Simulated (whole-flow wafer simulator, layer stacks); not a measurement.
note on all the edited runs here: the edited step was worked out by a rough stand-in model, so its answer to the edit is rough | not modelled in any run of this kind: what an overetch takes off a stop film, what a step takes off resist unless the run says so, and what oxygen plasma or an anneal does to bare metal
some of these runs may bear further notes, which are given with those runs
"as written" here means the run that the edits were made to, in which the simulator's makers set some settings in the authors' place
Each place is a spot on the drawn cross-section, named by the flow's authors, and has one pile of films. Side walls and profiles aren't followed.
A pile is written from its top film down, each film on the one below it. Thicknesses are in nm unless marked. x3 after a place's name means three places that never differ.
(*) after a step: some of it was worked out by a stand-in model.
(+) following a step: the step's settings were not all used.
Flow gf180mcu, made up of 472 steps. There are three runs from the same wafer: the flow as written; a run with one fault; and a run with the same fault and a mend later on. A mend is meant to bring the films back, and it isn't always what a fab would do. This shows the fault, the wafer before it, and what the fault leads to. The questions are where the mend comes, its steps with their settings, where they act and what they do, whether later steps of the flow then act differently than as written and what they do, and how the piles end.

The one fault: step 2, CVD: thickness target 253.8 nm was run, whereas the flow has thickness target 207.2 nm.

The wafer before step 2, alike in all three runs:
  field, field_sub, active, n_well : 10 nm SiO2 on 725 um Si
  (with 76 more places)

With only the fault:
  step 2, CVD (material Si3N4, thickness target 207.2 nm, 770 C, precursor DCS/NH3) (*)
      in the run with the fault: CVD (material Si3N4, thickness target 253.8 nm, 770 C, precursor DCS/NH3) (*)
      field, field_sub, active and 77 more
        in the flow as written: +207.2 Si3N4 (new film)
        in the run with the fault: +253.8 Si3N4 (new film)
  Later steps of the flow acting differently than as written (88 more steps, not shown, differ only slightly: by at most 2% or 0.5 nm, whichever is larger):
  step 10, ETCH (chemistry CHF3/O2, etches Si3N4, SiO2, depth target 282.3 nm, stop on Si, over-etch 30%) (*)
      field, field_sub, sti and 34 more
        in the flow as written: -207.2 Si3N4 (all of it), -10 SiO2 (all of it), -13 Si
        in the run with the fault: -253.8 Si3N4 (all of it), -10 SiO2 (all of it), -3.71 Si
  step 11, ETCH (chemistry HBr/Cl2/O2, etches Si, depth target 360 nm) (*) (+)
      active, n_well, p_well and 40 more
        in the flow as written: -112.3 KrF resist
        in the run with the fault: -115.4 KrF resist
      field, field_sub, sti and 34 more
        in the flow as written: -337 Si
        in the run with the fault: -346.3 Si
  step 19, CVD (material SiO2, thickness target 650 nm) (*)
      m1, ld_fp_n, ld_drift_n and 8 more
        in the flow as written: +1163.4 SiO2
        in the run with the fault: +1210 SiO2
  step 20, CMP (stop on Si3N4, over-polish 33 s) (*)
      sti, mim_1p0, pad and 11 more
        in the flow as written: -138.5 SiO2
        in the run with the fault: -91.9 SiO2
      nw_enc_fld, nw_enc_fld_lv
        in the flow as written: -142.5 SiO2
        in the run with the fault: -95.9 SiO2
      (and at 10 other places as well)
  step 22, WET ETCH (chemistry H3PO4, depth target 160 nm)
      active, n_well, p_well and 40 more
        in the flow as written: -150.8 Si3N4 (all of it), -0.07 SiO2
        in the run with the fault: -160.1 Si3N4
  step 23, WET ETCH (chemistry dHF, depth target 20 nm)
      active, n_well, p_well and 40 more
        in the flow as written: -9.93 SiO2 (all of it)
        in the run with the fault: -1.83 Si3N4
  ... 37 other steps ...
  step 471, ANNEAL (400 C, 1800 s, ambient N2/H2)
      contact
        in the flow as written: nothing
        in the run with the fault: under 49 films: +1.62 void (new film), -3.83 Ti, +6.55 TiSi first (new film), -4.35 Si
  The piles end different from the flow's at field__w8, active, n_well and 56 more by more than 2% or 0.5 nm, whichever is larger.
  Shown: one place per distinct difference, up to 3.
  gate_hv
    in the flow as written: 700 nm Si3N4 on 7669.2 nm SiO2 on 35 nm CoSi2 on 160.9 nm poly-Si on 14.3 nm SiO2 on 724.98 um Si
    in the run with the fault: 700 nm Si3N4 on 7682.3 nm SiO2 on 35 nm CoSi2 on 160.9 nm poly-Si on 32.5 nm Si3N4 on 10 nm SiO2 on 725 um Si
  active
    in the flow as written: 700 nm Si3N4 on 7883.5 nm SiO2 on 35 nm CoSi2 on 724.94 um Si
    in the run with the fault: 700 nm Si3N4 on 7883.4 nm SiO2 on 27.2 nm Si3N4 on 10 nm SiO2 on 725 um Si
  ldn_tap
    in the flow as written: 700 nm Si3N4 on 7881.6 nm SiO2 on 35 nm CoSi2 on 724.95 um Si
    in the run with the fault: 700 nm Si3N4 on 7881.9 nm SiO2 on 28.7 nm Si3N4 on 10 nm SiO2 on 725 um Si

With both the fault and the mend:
  The mend follows step 9.
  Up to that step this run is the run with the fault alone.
  step 9a, STRIP (chemistry O2/N2, power 2160 W, pressure 1700 mTorr) (*)
      active, n_well, p_well and 40 more
        -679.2 KrF resist (all of it)
  step 9b, WET ETCH (chemistry H3PO4, depth target 46.61 nm, 160 C)
      field, field_sub, active and 77 more
        -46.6 Si3N4
  step 9c, HMDS (120 C, 60 s) (a further turn of the flow's step 4)
      leaves every film unchanged at each place that is followed
  step 9d, COAT (KrF resist, thickness 700 nm) (a further turn of the flow's step 5)
      field, field_sub, active and 77 more
        +700 KrF resist (new film)
  step 9e, SOFTBAKE (KrF resist) (a further turn of the flow's step 6)
      leaves every film unchanged at each place that is followed
  step 9f, EXPOSE (photomask COMP) (a further turn of the flow's step 7)
      leaves every film unchanged at each place that is followed
  step 9g, PEB (KrF resist, 135 C, 90 s) (a further turn of the flow's step 8)
      field, field_sub, active and 77 more
        -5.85 KrF resist
  step 9h, DEVELOP (thickness 700 nm, 60 s) (a further turn of the flow's step 9)
      active, n_well, p_well and 40 more
        -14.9 KrF resist
      field, field_sub, sti and 34 more
        -694.2 KrF resist (all of it)
  Later steps of the flow that are run all act as written at every place that is followed, up to a difference of at most 2% or 0.5 nm, whichever is larger.
  By the end, the piles equal the flow's at every place that both follow.
